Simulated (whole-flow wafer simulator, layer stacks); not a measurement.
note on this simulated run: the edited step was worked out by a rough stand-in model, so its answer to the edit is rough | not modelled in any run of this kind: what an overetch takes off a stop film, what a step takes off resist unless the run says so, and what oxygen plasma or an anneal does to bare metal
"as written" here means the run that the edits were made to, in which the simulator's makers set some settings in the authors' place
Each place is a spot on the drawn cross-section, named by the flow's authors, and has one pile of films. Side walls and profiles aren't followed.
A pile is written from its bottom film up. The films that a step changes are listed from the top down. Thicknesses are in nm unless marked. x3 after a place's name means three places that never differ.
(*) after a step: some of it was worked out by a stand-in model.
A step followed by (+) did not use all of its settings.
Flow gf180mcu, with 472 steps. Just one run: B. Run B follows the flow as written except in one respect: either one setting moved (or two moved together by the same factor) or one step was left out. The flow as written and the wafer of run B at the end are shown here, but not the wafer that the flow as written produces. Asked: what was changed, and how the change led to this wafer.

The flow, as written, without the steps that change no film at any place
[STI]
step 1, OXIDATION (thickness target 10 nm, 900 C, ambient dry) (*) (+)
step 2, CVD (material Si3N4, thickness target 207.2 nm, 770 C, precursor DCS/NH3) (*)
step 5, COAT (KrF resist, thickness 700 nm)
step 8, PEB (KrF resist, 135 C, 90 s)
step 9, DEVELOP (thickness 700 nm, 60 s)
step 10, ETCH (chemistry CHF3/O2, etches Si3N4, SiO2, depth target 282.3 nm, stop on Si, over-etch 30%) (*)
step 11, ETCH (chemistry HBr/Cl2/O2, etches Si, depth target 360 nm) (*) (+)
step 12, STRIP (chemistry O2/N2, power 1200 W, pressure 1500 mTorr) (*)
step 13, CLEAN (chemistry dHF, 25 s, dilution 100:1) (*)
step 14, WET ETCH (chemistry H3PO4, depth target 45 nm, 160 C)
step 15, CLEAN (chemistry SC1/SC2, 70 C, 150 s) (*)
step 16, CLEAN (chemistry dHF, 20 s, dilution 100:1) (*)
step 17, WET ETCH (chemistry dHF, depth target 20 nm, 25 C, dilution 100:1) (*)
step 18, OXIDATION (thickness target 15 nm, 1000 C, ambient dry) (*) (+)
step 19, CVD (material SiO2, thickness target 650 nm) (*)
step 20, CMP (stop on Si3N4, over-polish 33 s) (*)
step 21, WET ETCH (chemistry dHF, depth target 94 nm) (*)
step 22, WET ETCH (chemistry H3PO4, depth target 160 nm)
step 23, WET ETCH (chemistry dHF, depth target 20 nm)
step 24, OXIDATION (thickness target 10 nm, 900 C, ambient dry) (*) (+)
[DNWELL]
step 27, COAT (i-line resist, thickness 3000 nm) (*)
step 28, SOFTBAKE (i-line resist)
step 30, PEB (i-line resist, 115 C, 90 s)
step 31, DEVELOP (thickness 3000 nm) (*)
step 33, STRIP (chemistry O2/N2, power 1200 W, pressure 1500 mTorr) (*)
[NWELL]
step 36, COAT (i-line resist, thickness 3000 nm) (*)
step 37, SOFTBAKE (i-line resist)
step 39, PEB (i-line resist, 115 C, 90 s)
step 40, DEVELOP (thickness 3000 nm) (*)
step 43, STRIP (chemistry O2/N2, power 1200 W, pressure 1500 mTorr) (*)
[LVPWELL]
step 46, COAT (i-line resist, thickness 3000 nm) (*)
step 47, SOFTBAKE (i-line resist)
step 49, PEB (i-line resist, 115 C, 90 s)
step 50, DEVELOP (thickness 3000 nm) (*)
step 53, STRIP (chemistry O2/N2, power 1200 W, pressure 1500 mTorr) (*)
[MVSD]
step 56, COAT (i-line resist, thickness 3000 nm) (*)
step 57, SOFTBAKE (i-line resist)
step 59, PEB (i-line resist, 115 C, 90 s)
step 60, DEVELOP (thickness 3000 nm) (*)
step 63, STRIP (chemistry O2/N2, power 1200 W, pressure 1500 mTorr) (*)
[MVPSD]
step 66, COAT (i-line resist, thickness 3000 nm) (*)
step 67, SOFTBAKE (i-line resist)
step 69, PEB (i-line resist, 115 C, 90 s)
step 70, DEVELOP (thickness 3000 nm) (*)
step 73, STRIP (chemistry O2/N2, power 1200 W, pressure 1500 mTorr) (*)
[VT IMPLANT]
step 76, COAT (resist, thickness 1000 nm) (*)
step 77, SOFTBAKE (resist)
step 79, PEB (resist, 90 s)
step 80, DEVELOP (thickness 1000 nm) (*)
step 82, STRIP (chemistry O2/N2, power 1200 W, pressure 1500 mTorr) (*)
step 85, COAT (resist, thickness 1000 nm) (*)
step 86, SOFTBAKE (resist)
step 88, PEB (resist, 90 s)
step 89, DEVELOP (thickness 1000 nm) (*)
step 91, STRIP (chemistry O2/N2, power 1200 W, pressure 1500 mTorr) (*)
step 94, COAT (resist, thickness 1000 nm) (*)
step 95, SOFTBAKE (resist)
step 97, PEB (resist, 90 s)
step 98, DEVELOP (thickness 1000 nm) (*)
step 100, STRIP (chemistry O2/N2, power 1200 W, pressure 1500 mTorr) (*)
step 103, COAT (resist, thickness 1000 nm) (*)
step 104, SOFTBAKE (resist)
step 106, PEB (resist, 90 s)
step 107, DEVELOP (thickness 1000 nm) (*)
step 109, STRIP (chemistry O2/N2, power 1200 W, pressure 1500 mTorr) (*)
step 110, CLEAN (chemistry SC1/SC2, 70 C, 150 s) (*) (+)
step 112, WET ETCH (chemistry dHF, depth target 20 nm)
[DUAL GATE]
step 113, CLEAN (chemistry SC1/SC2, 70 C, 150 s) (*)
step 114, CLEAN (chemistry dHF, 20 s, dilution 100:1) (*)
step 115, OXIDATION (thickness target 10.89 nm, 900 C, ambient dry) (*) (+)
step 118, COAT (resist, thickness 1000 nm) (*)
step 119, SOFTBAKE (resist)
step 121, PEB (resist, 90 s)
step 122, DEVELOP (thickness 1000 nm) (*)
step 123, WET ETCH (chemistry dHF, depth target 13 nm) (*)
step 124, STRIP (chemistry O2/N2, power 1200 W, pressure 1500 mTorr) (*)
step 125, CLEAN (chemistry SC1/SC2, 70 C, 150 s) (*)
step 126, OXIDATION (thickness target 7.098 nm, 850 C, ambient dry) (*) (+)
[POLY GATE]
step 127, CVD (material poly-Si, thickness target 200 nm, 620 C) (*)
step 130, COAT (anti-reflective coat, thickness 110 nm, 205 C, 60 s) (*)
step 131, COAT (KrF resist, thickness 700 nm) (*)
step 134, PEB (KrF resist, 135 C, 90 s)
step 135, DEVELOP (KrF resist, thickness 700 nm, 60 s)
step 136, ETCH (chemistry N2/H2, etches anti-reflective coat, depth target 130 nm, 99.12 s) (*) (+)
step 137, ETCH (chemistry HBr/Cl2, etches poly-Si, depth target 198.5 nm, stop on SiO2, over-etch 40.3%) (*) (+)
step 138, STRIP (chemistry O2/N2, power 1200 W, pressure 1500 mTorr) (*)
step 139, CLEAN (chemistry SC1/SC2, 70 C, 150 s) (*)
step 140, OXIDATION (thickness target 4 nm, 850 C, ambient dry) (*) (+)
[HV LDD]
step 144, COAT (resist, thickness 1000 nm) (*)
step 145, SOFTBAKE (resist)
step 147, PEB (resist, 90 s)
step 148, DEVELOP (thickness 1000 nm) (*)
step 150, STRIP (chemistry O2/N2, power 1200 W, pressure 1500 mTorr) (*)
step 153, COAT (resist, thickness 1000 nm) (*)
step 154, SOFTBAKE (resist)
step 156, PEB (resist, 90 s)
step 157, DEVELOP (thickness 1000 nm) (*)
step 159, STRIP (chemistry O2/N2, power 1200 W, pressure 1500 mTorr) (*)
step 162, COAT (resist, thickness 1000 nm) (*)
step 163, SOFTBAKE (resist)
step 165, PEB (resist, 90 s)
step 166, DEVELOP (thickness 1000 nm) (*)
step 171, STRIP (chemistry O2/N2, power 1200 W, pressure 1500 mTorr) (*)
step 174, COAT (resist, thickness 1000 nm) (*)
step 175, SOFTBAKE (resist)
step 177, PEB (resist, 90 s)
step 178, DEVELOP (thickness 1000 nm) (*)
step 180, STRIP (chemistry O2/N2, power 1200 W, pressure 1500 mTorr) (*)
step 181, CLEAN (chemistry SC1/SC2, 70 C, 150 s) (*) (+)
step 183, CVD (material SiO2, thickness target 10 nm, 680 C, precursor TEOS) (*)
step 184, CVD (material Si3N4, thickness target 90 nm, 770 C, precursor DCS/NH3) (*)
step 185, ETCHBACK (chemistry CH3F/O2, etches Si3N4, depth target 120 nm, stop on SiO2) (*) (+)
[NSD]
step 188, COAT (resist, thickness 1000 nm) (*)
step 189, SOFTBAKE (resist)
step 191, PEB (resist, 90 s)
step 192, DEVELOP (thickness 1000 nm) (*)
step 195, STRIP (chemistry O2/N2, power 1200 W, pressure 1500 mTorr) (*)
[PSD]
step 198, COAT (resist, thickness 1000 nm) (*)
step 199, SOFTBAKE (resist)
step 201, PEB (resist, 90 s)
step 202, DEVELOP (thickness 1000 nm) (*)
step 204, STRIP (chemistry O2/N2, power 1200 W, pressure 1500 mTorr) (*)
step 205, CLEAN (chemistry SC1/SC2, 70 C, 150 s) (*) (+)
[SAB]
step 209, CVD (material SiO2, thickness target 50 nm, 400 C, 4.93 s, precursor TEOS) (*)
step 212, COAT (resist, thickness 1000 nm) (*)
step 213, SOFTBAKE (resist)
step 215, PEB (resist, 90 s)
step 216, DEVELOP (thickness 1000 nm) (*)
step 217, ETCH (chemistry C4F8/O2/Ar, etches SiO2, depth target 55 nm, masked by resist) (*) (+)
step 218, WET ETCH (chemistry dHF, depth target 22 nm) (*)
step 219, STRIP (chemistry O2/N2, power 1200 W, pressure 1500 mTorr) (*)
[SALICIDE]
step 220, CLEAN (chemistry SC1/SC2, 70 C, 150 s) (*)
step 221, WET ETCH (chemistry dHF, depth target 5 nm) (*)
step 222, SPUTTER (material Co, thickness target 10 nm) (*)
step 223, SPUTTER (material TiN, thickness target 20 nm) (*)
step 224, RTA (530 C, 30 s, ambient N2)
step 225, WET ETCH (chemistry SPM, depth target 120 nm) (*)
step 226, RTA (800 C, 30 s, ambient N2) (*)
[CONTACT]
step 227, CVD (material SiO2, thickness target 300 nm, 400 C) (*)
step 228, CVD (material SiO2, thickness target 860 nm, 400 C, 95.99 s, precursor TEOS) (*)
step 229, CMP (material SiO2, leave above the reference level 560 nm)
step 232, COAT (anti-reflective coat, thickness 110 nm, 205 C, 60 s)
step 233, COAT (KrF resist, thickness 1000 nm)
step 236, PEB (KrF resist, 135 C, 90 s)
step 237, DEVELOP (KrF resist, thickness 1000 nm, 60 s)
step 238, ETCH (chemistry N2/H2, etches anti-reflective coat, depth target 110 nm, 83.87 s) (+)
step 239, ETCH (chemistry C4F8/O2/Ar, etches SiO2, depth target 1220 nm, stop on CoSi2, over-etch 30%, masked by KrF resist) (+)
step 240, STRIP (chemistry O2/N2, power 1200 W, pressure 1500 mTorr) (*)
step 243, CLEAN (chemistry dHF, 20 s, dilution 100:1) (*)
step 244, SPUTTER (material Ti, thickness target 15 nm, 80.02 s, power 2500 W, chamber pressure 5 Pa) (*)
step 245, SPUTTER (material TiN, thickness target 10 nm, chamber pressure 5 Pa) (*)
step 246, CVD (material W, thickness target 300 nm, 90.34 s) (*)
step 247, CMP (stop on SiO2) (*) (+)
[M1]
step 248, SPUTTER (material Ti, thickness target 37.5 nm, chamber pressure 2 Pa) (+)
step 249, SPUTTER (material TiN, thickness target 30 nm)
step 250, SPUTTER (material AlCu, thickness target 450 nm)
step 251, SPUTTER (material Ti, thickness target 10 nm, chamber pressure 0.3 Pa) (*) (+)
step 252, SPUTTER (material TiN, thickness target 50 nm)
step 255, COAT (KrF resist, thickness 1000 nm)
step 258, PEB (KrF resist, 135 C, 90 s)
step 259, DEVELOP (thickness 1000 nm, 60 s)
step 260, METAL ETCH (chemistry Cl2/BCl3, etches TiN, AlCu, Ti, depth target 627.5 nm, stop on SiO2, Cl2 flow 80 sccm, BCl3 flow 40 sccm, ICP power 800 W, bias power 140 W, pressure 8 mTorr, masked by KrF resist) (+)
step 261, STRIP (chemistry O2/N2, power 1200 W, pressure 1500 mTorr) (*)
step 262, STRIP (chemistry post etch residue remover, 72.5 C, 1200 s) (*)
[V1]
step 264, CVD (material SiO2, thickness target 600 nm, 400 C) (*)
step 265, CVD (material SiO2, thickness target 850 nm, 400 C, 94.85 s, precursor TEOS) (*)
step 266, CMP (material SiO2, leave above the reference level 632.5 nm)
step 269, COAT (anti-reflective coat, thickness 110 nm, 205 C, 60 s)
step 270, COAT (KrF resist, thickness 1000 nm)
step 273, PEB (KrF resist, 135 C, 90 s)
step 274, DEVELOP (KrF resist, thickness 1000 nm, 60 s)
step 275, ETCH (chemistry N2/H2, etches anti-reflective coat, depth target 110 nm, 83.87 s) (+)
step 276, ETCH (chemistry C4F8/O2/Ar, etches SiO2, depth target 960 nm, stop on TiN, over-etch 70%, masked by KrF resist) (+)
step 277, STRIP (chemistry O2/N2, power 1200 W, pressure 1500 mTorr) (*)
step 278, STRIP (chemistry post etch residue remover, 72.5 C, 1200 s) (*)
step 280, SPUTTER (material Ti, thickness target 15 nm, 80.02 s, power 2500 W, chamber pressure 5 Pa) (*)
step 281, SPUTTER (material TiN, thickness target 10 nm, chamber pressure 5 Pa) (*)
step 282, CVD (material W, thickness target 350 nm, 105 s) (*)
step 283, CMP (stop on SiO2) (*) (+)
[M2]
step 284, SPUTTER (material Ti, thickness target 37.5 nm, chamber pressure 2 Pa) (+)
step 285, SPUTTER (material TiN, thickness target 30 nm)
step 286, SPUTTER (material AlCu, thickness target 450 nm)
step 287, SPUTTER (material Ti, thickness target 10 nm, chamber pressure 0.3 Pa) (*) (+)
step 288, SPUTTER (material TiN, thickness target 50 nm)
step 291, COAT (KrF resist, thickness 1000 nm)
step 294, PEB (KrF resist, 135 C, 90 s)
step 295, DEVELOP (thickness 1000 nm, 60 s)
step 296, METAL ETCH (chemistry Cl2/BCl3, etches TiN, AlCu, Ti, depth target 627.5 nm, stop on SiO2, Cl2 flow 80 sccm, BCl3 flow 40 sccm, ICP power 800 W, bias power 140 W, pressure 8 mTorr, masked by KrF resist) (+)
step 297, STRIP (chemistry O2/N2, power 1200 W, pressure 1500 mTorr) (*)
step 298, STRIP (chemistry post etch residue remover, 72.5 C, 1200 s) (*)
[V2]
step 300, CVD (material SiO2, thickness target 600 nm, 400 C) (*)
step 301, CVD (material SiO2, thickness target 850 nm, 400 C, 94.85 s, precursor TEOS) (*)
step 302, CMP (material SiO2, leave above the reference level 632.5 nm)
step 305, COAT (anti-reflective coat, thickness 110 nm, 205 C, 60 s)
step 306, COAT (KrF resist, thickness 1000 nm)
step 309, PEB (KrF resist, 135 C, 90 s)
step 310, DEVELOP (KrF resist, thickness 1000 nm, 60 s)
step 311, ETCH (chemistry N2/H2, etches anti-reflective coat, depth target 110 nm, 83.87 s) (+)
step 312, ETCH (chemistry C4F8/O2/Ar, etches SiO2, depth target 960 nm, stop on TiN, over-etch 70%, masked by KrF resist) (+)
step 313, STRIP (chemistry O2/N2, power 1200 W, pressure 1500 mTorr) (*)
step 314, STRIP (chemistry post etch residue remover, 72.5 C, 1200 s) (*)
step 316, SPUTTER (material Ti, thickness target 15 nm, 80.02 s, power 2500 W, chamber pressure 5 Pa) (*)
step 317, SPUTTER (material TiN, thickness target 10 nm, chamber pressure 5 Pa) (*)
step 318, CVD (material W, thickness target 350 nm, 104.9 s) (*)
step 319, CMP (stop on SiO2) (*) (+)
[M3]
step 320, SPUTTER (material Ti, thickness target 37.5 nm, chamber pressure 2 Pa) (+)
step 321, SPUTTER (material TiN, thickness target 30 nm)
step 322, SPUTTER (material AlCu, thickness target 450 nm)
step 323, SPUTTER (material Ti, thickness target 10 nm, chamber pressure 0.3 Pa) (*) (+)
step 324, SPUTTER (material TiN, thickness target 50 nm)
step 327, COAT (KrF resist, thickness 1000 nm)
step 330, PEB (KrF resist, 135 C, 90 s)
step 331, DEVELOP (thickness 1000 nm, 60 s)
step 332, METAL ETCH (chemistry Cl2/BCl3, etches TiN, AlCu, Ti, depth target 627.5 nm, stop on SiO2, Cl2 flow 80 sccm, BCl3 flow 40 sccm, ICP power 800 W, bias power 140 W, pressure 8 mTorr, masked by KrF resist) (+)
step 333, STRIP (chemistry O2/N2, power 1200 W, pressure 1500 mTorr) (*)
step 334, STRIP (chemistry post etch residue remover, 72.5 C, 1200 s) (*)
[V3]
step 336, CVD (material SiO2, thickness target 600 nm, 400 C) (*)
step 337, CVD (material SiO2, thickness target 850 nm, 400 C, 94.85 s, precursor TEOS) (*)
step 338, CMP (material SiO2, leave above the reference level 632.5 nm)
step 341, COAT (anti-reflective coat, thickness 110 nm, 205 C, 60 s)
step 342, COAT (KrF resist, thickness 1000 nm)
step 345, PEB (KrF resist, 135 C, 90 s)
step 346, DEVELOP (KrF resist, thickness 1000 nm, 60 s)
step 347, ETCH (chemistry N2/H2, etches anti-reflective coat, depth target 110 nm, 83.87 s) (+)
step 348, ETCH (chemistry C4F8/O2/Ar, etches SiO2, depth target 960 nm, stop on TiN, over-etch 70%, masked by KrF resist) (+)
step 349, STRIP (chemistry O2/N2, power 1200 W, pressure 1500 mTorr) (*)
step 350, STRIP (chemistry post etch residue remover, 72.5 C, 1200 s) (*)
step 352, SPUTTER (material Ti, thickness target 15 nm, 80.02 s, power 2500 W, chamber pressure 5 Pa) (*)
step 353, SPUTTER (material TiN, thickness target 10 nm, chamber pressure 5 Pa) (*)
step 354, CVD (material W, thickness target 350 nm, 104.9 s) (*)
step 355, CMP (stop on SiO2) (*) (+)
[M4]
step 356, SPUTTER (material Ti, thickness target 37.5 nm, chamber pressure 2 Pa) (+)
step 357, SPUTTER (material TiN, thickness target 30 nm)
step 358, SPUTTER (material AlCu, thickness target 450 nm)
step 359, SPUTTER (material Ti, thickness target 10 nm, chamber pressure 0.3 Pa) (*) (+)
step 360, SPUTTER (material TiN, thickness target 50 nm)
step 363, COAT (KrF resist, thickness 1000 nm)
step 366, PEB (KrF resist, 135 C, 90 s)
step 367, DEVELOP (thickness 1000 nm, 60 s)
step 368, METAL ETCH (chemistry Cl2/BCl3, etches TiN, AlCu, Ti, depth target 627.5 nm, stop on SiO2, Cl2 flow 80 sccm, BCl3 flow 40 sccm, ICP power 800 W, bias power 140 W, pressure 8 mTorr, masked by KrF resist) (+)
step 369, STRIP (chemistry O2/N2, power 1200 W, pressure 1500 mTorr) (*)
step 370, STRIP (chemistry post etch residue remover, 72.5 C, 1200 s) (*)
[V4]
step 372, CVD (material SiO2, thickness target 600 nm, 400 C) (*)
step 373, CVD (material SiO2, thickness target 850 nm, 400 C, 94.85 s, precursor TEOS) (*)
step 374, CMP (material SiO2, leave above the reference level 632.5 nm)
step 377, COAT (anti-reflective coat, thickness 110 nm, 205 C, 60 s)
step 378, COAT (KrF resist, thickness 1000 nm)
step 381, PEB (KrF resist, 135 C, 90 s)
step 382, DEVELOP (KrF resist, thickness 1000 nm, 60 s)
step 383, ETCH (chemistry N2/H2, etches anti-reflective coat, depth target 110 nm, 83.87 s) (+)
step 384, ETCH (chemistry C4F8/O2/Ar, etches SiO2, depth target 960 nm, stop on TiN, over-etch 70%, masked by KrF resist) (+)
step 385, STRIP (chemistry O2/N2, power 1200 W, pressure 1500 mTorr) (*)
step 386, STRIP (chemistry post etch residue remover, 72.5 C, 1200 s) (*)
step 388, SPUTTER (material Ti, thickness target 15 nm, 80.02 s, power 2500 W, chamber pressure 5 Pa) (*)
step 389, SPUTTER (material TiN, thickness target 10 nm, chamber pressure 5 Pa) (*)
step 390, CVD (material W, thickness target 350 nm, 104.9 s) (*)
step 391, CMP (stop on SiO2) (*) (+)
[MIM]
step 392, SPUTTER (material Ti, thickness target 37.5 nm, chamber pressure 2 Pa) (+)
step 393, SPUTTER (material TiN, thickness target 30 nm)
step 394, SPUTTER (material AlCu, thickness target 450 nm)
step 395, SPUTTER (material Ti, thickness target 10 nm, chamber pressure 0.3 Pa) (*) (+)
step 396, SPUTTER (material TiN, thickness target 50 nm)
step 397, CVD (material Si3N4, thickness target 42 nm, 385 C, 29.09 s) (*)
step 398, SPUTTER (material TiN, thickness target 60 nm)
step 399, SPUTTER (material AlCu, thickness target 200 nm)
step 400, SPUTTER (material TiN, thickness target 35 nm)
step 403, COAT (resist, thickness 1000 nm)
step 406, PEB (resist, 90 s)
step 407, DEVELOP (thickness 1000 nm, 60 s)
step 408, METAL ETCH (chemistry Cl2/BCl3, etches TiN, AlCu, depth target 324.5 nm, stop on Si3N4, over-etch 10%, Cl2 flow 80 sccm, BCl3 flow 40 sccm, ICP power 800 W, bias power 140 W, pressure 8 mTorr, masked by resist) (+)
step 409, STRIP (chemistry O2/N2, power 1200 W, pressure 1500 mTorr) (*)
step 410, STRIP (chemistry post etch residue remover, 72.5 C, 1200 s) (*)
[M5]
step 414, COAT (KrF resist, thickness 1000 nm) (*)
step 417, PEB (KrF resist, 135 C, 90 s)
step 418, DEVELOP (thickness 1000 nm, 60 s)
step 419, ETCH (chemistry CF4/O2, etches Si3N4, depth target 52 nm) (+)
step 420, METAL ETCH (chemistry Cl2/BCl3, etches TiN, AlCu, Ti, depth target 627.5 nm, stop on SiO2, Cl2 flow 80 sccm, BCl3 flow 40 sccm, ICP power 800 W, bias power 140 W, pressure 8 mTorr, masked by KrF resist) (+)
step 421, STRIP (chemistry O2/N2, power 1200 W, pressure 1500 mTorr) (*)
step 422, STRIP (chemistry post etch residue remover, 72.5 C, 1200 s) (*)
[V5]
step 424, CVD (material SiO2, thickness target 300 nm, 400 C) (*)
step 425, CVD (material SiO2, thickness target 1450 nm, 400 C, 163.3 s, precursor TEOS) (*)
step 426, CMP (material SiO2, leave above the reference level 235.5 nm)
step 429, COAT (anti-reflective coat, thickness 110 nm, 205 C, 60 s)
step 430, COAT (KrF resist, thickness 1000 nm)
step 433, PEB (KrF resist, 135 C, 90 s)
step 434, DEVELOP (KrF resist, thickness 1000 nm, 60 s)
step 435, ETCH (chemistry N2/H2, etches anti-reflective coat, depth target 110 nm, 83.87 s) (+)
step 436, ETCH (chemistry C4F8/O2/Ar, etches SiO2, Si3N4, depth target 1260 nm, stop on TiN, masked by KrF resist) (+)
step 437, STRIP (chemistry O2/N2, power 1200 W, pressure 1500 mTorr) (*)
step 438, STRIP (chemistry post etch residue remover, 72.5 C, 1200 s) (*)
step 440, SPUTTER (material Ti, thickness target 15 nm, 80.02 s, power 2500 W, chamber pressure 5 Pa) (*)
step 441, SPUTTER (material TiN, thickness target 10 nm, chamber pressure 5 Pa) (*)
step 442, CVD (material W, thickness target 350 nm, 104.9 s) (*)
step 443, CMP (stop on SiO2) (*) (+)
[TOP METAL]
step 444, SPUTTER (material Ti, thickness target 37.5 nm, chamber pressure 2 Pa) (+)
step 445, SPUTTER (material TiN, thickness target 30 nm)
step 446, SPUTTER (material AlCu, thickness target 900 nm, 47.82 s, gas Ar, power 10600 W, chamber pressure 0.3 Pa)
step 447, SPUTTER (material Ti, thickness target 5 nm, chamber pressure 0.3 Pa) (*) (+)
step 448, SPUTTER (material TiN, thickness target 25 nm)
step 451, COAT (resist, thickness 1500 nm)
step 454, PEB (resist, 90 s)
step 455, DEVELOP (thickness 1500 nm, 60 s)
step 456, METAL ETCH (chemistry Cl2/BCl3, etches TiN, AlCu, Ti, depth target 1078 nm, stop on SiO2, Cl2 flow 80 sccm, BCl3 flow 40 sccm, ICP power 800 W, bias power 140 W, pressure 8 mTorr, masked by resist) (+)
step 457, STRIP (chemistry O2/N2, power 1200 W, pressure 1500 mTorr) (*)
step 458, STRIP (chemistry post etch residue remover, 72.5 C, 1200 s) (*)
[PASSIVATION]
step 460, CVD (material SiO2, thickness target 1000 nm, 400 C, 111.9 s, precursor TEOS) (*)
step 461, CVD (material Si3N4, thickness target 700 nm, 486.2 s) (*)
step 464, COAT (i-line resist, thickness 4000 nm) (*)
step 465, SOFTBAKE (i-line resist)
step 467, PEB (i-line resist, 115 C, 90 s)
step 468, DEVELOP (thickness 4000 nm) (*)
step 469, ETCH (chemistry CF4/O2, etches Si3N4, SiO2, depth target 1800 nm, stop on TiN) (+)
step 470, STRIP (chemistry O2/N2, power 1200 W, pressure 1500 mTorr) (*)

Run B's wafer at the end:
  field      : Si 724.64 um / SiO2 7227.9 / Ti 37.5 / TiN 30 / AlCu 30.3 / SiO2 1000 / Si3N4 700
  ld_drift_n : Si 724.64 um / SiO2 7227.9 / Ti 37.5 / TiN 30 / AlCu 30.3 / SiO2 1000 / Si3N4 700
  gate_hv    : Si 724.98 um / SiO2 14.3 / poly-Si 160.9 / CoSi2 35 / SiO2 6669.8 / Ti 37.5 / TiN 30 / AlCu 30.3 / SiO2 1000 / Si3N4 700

Cause: step 442, CVD: thickness target 290 nm was run, while the flow as written has thickness target 350 nm; step 456, METAL ETCH: depth target 894 nm was run, where the flow has depth target 1078 nm.

How this came from the change, step by step:
  step 442, CVD (material W, thickness target 350 nm, 104.9 s) (*)
      field, field__w1, field__w2 and 108 more: W gains 290 (new film) (it would be, as written: W gains 350 (new film))
      contact: W gains 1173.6 (new film) (it would be, as written: W gains 1233.6 (new film))
  step 443, CMP (stop on SiO2) (*) (+)
      field, field__w1, field__w2 and 108 more: W loses 290 (all of it), TiN loses 10 (all of it), Ti loses 15 (all of it), SiO2 loses 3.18 (it would be, as written: W loses 350 (all of it), TiN loses 10 (all of it), Ti loses 15 (all of it), SiO2 loses 3.78)
      contact: W loses 318.2 (it would be, as written: W loses 378.8)
  step 456, METAL ETCH (chemistry Cl2/BCl3, etches TiN, AlCu, Ti, depth target 1078 nm, stop on SiO2, Cl2 flow 80 sccm, BCl3 flow 40 sccm, ICP power 800 W, bias power 140 W, pressure 8 mTorr, masked by resist) (+)
      field, field__w1, field__w2 and 103 more: TiN loses 25 (all of it), Ti loses 5 (all of it), AlCu loses 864 (it would be, as written: TiN loses 25 (all of it), Ti loses 5 (all of it), AlCu loses 900 (all of it), TiN loses 30 (all of it), Ti loses 37.5 (all of it))
      field__w8, contact, m1, m1__w1, pad, m1_nw: resist loses 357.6 (it would be, as written: resist loses 431)
  step 457, STRIP (chemistry O2/N2, power 1200 W, pressure 1500 mTorr) (*)
      field__w8, contact, m1, m1__w1, pad, m1_nw: resist loses 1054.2 (all of it) (it would be, as written: resist loses 980.8 (all of it))
  step 458, STRIP (chemistry post etch residue remover, 72.5 C, 1200 s) (*)
      field, field__w1, field__w2 and 103 more: AlCu loses 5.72 (it would be, as written: nothing)
  step 460, CVD (material SiO2, thickness target 1000 nm, 400 C, 111.9 s, precursor TEOS) (*)
      field, field__w1, field__w2 and 103 more: SiO2 gains 1000 (new film) (it would be, as written: SiO2 gains 1000)
  step 464, COAT (i-line resist, thickness 4000 nm) (*)
      field__w8: i-line resist gains 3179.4 (new film) (it would be, as written: i-line resist gains 3093.1 (new film))
      contact: i-line resist gains 3230.8 (new film) (it would be, as written: i-line resist gains 3153.6 (new film))
      (also at 4 further places)
  step 465, SOFTBAKE (i-line resist)
      field__w5, field__w9: i-line resist gains 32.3 (it would be, as written: i-line resist gains 37.3)
      pplus_u, ppoly_u: i-line resist gains 32.8 (it would be, as written: i-line resist gains 38)
      (also at 65 further places)
  step 467, PEB (i-line resist, 115 C, 90 s)
      field__w8, m1__w1: i-line resist loses 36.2 (it would be, as written: i-line resist loses 34.7)
      contact: i-line resist loses 36.5 (it would be, as written: i-line resist loses 35.1)
      (also at 3 further places)
  step 468, DEVELOP (thickness 4000 nm) (*)
      pad: i-line resist loses 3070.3 (all of it) (it would be, as written: i-line resist loses 2974.8 (all of it))
  step 470, STRIP (chemistry O2/N2, power 1200 W, pressure 1500 mTorr) (*)
      field__w8, m1__w1: i-line resist loses 1881.9 (all of it) (it would be, as written: i-line resist loses 1787.7 (all of it))
      contact: i-line resist loses 1902 (all of it) (it would be, as written: i-line resist loses 1811.2 (all of it))
      (also at 2 further places)
Taking metal films that touch as one body, field has 1 body; the flow as written gives 0 bodies.
Taking metal films that touch as one body, ld_drift_n has 1 body; the flow as written gives 0 bodies.
Taking metal films that touch as one body, gate_hv has 2 bodies (between them, from the top down: SiO2 6669.8); the flow as written gives 1 body.
